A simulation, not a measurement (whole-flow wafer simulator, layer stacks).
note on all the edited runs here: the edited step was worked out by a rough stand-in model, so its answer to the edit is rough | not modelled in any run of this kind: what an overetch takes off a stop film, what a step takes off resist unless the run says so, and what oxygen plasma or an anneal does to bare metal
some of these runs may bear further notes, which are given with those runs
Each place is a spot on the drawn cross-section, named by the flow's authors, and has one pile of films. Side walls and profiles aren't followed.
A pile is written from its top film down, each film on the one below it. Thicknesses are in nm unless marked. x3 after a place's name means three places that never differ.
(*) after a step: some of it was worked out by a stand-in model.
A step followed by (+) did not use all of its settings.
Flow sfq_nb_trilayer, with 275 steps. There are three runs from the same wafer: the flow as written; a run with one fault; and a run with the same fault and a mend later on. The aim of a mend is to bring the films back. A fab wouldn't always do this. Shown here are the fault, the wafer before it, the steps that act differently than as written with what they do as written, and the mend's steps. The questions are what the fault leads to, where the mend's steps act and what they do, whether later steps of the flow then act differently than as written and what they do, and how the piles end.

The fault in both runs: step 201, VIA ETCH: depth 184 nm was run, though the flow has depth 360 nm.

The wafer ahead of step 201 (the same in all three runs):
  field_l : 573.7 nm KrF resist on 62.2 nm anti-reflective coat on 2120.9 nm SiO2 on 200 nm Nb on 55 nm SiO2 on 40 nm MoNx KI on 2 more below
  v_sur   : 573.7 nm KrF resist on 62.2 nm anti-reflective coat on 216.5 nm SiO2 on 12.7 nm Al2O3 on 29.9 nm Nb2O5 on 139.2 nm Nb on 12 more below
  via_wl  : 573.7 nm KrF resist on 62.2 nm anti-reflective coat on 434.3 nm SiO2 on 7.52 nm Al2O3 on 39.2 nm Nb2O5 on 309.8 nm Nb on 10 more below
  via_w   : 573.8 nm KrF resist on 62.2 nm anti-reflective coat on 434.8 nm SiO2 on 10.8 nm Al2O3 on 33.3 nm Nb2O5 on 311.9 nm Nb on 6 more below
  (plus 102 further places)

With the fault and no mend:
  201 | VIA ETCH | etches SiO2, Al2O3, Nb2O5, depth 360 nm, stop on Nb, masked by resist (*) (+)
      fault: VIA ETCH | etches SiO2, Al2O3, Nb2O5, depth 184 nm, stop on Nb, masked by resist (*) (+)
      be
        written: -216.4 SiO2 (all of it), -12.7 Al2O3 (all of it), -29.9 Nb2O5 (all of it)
        fault: -184 SiO2
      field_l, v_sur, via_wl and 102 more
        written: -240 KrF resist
        fault: -122.7 KrF resist
  Later steps of the flow acting differently than as written (6 more steps, not shown, differ only slightly: by at most 2% or 0.5 nm, whichever is larger):
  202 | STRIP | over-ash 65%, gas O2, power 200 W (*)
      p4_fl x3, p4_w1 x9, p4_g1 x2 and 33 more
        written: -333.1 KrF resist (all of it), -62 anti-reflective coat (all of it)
        fault: -450.5 KrF resist (all of it), -62 anti-reflective coat (all of it)
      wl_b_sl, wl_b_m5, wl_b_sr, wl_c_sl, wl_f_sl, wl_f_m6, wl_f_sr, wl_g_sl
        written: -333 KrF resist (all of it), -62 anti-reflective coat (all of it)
        fault: -450.3 KrF resist (all of it), -62 anti-reflective coat (all of it)
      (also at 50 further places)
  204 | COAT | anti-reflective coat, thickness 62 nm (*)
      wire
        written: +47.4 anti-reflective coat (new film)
        fault: +49.6 anti-reflective coat (new film)
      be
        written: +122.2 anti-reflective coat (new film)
        fault: +111.1 anti-reflective coat (new film)
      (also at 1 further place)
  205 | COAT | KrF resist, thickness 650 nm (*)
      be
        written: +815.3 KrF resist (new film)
        fault: +761.7 KrF resist (new film)
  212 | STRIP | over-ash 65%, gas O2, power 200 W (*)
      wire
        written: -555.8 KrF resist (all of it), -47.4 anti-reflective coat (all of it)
        fault: -560 KrF resist (all of it), -49.6 anti-reflective coat (all of it)
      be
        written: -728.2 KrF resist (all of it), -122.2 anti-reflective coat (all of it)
        fault: -674.5 KrF resist (all of it), -111.1 anti-reflective coat (all of it)
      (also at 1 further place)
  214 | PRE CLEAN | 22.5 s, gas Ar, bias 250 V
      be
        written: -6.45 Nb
        fault: -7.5 SiO2
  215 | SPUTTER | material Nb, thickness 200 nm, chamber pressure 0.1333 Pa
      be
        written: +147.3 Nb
        fault: +164.7 Nb (new film)
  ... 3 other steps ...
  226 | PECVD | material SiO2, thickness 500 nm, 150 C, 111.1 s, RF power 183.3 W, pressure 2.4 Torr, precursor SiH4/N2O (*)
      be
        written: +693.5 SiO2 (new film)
        fault: +602.3 SiO2 (new film)
  At be, the piles at the end differ from the flow's by more than 2% or 0.5 nm, whichever is larger.
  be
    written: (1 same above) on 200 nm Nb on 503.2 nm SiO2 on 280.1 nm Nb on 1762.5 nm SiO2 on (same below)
    fault: (1 same above) on 200 nm Nb on 412 nm SiO2 on 164.7 nm Nb on 24.9 nm SiO2 on 12.7 nm Al2O3 on 29.9 nm Nb2O5 on 139.2 nm Nb on 1762.5 nm SiO2 on (same below)

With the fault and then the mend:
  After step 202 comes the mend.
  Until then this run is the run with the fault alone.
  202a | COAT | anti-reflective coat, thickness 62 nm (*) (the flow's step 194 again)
      p4_fl x3, p4_w1 x9, p4_g1 x2 and 50 more
        +62 anti-reflective coat (new film)
      field_l, wl_a_sl, wl_a_m6, wl_a_sr, wl_g_sr
        +61.9 anti-reflective coat (new film)
      ln_m6, lsp_r, l0_sur, l0v
        +62.1 anti-reflective coat (new film)
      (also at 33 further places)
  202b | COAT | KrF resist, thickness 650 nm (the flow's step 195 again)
      p4_fl x3, p4_w1 x9, p4_g1 x2 and 33 more
        +650 KrF resist (new film)
      wl_b_m5, wl_b_sr, wl_c_sl and 12 more
        +649.9 KrF resist (new film)
      field_l, wl_a_sr, wl_g_sr
        +649.7 KrF resist (new film)
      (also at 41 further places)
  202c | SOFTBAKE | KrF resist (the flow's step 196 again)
      leaves every film unchanged at each place that is followed
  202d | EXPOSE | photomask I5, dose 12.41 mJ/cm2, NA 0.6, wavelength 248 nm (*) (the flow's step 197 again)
      leaves every film unchanged at each place that is followed
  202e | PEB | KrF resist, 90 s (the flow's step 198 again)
      field_l, v_sur, via_wl and 83 more
        -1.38 KrF resist
      ce_l, moat, field_r, wl_jj
        -1.39 KrF resist
      via_wr, via_sp, wire
        -1.37 KrF resist
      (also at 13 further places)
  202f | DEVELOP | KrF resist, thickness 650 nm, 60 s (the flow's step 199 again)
      field_l, v_sur, via_wl and 102 more
        -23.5 KrF resist
      be
        -760 KrF resist (all of it)
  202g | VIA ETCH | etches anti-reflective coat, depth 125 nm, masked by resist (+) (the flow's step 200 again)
      field_l, v_sur, via_wl and 102 more
        -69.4 KrF resist
      be
        -111.1 anti-reflective coat (all of it), -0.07 SiO2
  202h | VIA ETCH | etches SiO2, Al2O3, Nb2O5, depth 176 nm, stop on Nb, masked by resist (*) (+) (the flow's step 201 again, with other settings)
      field_l, v_sur, via_wl and 102 more
        -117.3 KrF resist
      be
        -32.3 SiO2 (all of it), -12.7 Al2O3 (all of it), -29.9 Nb2O5 (all of it)
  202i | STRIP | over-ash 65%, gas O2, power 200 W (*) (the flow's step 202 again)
      p4_fl x3, p4_w1 x9, p4_g1 x2 and 33 more
        -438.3 KrF resist (all of it), -62 anti-reflective coat (all of it)
      wl_b_m5, wl_b_sr, wl_c_sl and 12 more
        -438.2 KrF resist (all of it), -62 anti-reflective coat (all of it)
      wl_j_sl, wl_j_sr
        -438.5 KrF resist (all of it), -60.2 anti-reflective coat (all of it)
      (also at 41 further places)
  Every later step of the flow that is run acts as written at every place that is followed.
  By the end, the piles equal the flow's at every place that both follow.
